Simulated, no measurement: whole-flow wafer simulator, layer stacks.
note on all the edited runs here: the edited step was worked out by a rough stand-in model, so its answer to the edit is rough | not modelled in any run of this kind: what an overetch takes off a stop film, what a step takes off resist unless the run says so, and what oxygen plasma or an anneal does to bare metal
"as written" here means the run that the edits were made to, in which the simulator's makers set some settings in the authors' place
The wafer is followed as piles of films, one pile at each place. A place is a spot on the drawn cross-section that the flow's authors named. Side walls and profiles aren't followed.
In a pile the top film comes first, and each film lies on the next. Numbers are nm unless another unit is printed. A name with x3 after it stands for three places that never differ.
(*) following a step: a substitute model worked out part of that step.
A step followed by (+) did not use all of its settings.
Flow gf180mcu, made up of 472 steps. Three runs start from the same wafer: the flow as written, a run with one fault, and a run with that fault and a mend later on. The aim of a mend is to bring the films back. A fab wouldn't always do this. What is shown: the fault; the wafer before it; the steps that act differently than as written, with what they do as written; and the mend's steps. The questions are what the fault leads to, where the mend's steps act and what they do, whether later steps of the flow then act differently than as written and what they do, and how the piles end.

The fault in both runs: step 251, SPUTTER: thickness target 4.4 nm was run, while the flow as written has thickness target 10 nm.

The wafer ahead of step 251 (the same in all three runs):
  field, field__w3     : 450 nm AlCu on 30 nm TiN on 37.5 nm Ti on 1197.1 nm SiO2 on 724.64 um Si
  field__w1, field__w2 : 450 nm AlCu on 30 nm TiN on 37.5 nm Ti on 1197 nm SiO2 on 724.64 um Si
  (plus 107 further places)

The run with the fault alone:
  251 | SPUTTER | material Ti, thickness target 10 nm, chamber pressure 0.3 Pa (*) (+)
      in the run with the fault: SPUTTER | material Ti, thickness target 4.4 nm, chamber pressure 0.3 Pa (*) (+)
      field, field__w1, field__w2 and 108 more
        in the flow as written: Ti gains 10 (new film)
        in the run with the fault: Ti gains 4.4 (new film)
  Steps later in the flow that act otherwise than as written (5 other steps are not shown; they differ only slightly, by no more than 2% or 0.5 nm, whichever is larger):
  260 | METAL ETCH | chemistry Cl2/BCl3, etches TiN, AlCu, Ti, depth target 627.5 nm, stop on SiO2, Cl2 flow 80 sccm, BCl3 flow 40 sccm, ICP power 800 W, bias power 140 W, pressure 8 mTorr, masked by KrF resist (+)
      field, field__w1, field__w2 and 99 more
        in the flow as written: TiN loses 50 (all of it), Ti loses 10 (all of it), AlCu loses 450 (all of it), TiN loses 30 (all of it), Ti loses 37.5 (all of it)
        in the run with the fault: TiN loses 50 (all of it), Ti loses 4.4 (all of it), AlCu loses 450 (all of it), TiN loses 30 (all of it), Ti loses 37.5 (all of it)
  At field__w8, contact, m1 and 6 more, the piles at the end differ from the flow's by more than 2% or 0.5 nm, whichever is larger.
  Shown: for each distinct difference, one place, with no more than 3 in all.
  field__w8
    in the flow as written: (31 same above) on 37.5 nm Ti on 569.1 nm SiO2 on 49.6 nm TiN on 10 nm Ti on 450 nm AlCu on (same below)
    in the run with the fault: (31 same above) on 37.5 nm Ti on 574.7 nm SiO2 on 49.6 nm TiN on 4.4 nm Ti on 450 nm AlCu on (same below)
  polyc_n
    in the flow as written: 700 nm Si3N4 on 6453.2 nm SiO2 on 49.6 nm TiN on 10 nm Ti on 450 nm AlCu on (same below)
    in the run with the fault: 700 nm Si3N4 on 6458.8 nm SiO2 on 49.6 nm TiN on 4.4 nm Ti on 450 nm AlCu on (same below)
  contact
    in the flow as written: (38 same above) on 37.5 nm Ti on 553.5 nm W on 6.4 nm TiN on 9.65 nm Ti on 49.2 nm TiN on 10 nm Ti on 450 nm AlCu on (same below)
    in the run with the fault: (38 same above) on 37.5 nm Ti on 559.2 nm W on 6.38 nm TiN on 9.62 nm Ti on 49.2 nm TiN on 4.4 nm Ti on 450 nm AlCu on (same below)

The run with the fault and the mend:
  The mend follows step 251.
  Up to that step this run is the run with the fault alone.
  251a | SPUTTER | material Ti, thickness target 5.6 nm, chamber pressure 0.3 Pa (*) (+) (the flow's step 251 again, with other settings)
      field, field__w1, field__w2 and 108 more
        Ti gains 5.6
  Every later step of the flow that is run acts as written at every place that is followed.
  By the end, the piles equal the flow's at every place that both follow.
